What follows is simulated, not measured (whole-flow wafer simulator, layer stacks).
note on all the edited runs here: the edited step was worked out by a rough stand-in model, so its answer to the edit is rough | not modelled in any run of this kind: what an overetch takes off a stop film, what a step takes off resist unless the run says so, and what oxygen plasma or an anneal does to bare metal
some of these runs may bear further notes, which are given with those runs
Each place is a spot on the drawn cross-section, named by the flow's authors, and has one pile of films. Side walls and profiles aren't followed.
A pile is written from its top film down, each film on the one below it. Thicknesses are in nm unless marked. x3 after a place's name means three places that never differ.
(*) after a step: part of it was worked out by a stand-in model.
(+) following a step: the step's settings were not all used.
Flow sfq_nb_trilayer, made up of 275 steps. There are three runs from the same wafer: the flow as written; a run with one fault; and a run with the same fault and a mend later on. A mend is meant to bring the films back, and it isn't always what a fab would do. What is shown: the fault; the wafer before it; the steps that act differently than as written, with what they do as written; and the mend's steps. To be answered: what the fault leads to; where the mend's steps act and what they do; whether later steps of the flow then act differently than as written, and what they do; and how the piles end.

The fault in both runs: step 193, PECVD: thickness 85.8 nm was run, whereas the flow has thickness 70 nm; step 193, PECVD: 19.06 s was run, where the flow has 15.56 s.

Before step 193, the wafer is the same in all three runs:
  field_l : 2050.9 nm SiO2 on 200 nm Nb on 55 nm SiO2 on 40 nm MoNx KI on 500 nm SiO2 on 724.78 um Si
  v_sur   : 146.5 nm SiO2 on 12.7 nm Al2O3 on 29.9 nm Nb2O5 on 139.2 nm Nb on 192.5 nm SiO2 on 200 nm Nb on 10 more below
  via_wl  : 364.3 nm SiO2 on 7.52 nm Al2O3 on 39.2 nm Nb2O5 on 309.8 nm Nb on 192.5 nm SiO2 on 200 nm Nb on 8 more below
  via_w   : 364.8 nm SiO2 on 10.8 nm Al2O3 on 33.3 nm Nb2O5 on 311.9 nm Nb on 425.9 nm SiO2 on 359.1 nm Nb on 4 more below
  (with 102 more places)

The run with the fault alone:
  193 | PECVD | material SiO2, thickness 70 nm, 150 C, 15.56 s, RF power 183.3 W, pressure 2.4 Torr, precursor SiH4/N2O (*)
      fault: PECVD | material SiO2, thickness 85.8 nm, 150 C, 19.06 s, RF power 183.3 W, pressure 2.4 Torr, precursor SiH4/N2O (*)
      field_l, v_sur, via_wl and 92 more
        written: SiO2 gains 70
        fault: SiO2 gains 85.8
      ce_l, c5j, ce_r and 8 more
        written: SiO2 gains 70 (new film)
        fault: SiO2 gains 85.8 (new film)
  Later steps of the flow acting differently than as written (13 other steps are not shown; they differ only slightly, by no more than 2% or 0.5 nm, whichever is larger):
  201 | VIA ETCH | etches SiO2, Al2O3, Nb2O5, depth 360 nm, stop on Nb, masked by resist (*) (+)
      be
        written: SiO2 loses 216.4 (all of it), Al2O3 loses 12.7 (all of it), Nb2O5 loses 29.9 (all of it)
        fault: SiO2 loses 232.2 (all of it), Al2O3 loses 12.7 (all of it), Nb2O5 loses 29.9 (all of it)
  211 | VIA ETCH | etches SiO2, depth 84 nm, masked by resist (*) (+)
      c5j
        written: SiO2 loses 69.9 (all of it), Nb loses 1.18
        fault: SiO2 loses 84
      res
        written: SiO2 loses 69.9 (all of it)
        fault: SiO2 loses 84
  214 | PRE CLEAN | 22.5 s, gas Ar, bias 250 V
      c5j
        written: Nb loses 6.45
        fault: SiO2 loses 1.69 (all of it), Nb loses 5.65
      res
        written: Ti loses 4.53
        fault: SiO2 loses 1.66 (all of it), Ti loses 4.78
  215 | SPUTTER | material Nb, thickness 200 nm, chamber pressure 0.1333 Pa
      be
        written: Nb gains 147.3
        fault: Nb gains 143.8
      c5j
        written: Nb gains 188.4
        fault: Nb gains 183.3
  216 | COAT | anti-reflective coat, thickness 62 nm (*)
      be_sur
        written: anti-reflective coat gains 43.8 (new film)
        fault: anti-reflective coat gains 42.8 (new film)
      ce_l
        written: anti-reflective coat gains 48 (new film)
        fault: anti-reflective coat gains 44.3 (new film)
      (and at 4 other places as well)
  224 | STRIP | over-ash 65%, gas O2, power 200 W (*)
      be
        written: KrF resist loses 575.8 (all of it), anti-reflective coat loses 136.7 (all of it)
        fault: KrF resist loses 589.4 (all of it), anti-reflective coat loses 139.2 (all of it)
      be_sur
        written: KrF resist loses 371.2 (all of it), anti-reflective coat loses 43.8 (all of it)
        fault: KrF resist loses 369.9 (all of it), anti-reflective coat loses 42.8 (all of it)
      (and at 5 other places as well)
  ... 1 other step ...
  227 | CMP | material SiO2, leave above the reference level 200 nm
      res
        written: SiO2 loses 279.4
        fault: SiO2 loses 260
  The piles end different from the flow's at v_sur, via_wl, via_w and 29 more by more than 2% or 0.5 nm, whichever is larger.
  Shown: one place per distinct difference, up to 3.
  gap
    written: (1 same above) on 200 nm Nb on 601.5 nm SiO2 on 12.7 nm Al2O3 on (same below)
    fault: (1 same above) on 200 nm Nb on 617.3 nm SiO2 on 12.7 nm Al2O3 on (same below)
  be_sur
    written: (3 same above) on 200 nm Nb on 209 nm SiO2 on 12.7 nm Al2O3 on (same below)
    fault: (3 same above) on 200 nm Nb on 224.8 nm SiO2 on 12.7 nm Al2O3 on (same below)
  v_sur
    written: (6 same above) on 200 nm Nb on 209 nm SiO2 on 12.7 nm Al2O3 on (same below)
    fault: (6 same above) on 200 nm Nb on 224.8 nm SiO2 on 12.7 nm Al2O3 on (same below)

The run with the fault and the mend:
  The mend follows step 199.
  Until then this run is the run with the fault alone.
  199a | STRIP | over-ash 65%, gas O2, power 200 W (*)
      p4_fl x3, p4_w1 x9, p4_g1 x2 and 33 more
        KrF resist loses 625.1 (all of it), anti-reflective coat loses 62 (all of it)
      wl_b_m5, wl_b_sr, wl_c_sl and 12 more
        KrF resist loses 625 (all of it), anti-reflective coat loses 62 (all of it)
      field_l, v_sur, via_wl, via_w
        KrF resist loses 625.7 (all of it), anti-reflective coat loses 62.2 (all of it)
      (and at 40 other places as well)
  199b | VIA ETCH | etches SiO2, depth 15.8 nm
      field_l, v_sur, via_wl and 103 more
        SiO2 loses 15.8
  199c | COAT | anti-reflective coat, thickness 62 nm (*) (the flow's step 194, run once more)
      p4_fl x3, p4_w1 x9, p4_g1 x2 and 50 more
        anti-reflective coat gains 62 (new film)
      via_wr, via_sp, via_v, wire, lsp_r, l0_sur, l0v
        anti-reflective coat gains 62.3 (new film)
      be, be_sur, gap, lsp_m, ln_m6
        anti-reflective coat gains 62.4 (new film)
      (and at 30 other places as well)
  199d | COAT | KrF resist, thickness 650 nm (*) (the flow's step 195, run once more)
      p4_fl x3, p4_w1 x9, p4_g1 x2 and 33 more
        KrF resist gains 650 (new film)
      wl_b_m5, wl_b_sr, wl_c_sl and 12 more
        KrF resist gains 649.9 (new film)
      field_l, v_sur, via_wl, via_w
        KrF resist gains 650.6 (new film)
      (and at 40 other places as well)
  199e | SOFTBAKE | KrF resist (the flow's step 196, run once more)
      leaves every film unchanged at each place that is followed
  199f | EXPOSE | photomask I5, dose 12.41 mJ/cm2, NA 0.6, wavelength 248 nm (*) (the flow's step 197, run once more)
      leaves every film unchanged at each place that is followed
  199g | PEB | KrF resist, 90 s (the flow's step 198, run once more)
      field_l, v_sur, via_wl and 87 more
        KrF resist loses 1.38
      jj_sur, ce_l, sp_r, moat, field_r, wl_jj
        KrF resist loses 1.39
      be_r, r_sur, res, r_end
        KrF resist loses 1.33
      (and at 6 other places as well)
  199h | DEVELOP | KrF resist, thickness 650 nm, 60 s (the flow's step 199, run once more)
      field_l, v_sur, via_wl and 102 more
        KrF resist loses 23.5
      be
        KrF resist loses 649.8 (all of it)
  Later steps of the flow that are run all act as written at every place that is followed, up to a difference of at most 2% or 0.5 nm, whichever is larger.
  At every place that both follow, the piles at the end match the flow's.
